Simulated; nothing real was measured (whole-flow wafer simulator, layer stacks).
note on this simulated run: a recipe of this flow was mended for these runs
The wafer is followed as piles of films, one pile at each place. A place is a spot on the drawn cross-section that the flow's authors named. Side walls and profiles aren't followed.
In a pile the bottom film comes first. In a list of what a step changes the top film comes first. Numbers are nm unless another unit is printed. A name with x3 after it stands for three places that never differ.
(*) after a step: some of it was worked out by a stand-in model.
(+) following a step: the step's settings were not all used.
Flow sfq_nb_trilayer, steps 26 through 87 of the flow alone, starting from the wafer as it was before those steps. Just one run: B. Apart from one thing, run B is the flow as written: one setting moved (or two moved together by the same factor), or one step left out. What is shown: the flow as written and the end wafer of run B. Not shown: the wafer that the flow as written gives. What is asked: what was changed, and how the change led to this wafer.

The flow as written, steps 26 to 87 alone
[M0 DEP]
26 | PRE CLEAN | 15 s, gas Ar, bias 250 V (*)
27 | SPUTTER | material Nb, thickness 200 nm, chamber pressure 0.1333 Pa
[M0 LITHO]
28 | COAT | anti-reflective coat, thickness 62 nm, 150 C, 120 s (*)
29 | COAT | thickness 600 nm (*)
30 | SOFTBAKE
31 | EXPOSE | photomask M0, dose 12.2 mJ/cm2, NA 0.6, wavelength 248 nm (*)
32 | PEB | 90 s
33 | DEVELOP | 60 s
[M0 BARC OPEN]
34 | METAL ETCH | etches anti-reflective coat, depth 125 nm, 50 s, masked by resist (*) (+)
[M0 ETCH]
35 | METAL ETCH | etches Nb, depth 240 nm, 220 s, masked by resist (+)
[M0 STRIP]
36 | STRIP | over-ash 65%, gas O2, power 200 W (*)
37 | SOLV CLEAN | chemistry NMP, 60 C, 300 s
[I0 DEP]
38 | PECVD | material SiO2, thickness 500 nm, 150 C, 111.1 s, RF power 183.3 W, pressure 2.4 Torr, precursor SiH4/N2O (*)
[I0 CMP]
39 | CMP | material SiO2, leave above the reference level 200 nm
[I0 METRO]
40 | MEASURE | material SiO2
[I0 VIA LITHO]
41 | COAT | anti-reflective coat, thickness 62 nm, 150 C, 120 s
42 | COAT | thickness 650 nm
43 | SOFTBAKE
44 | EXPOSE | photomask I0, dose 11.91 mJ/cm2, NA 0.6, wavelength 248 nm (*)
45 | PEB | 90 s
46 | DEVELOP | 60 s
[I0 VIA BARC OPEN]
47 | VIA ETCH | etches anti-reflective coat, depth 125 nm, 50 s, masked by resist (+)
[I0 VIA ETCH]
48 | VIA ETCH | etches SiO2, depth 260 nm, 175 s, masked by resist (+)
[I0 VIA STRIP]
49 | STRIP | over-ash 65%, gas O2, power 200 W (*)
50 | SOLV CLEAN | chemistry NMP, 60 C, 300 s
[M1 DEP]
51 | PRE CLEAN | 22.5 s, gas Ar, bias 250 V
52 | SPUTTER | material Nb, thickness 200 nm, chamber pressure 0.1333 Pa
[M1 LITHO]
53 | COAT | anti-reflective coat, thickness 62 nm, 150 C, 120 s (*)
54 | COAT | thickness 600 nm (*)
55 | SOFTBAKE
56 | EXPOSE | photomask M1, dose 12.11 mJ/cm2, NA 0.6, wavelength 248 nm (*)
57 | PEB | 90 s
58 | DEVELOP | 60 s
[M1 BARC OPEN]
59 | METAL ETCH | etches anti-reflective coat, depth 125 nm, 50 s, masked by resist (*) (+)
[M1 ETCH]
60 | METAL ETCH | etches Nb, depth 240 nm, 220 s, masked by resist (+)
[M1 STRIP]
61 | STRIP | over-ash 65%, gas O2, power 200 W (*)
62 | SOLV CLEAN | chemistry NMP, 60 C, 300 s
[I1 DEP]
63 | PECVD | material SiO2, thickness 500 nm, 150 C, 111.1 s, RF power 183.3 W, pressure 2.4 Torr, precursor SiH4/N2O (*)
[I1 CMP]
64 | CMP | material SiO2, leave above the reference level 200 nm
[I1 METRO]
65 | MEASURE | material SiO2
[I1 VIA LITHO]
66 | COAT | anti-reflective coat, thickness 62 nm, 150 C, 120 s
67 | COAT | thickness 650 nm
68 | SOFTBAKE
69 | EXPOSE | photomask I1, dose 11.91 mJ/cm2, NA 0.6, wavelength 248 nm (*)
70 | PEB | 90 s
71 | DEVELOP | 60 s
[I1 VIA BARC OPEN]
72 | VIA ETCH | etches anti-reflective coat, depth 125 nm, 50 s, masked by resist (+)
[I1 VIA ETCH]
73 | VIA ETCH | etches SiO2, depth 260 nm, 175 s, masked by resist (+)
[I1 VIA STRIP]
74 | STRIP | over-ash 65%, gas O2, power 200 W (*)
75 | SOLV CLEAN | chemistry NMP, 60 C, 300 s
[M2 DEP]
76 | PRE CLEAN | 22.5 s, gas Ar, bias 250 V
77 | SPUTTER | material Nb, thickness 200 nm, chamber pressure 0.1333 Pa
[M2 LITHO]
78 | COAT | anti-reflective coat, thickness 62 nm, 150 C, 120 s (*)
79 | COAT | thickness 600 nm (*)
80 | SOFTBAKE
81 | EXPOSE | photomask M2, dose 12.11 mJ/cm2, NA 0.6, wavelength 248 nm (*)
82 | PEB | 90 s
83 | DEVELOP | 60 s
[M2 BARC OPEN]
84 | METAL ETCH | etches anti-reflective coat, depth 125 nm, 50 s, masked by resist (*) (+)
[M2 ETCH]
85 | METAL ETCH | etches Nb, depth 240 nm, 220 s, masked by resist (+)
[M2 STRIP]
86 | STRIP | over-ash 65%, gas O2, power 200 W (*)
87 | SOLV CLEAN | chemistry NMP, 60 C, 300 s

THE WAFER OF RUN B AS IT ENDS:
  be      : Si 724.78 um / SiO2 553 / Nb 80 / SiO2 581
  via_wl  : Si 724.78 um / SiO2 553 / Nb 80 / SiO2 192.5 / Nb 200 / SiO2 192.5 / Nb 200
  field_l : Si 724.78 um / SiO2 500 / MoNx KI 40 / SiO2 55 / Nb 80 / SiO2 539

The reason: step 27, SPUTTER: thickness 80 nm was run, while the flow as written has thickness 200 nm.
The wafer itself shows it: be has Nb 80, and step 27 as written asks for 200 nm.

Step by step, how the change led to this:
  27 | SPUTTER | material Nb, thickness 200 nm, chamber pressure 0.1333 Pa
      field_l, via_wl, via_w and 100 more: Nb gains 80 (new film) (in the flow as written it would be: Nb gains 200 (new film))
      v_sur: Nb gains 77.1 (new film) (in the flow as written it would be: Nb gains 200 (new film))
      (as well as at 2 more places)
  28 | COAT | anti-reflective coat, thickness 62 nm, 150 C, 120 s (*)
      v_sur: anti-reflective coat gains 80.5 (new film) (in the flow as written it would be: anti-reflective coat gains 78.2 (new film))
      l0_sur: anti-reflective coat gains 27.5 (new film) (in the flow as written it would be: anti-reflective coat gains 29.3 (new film))
      (as well as at 1 more place)
  35 | METAL ETCH | etches Nb, depth 240 nm, 220 s, masked by resist (+)
      moat, m0r_space_l x2: Nb loses 80 (all of it), SiO2 loses 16 (in the flow as written it would be: Nb loses 200 (all of it), SiO2 loses 4)
  36 | STRIP | over-ash 65%, gas O2, power 200 W (*)
      v_sur: KrF-resist-other-grade loses 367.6 (all of it), anti-reflective coat loses 80.5 (all of it) (in the flow as written it would be: KrF-resist-other-grade loses 367.4 (all of it), anti-reflective coat loses 78.2 (all of it))
      l0_sur: KrF-resist-other-grade loses 370.7 (all of it), anti-reflective coat loses 27.5 (all of it) (in the flow as written it would be: KrF-resist-other-grade loses 370 (all of it), anti-reflective coat loses 29.3 (all of it))
      (as well as at 1 more place)
  38 | PECVD | material SiO2, thickness 500 nm, 150 C, 111.1 s, RF power 183.3 W, pressure 2.4 Torr, precursor SiH4/N2O (*)
      moat, m0r_space_l x2: SiO2 gains 500 (in the flow as written it would be: SiO2 gains 561.1)
  39 | CMP | material SiO2, leave above the reference level 200 nm
      moat, m0r_space_l x2: SiO2 loses 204 (in the flow as written it would be: SiO2 loses 157.1)
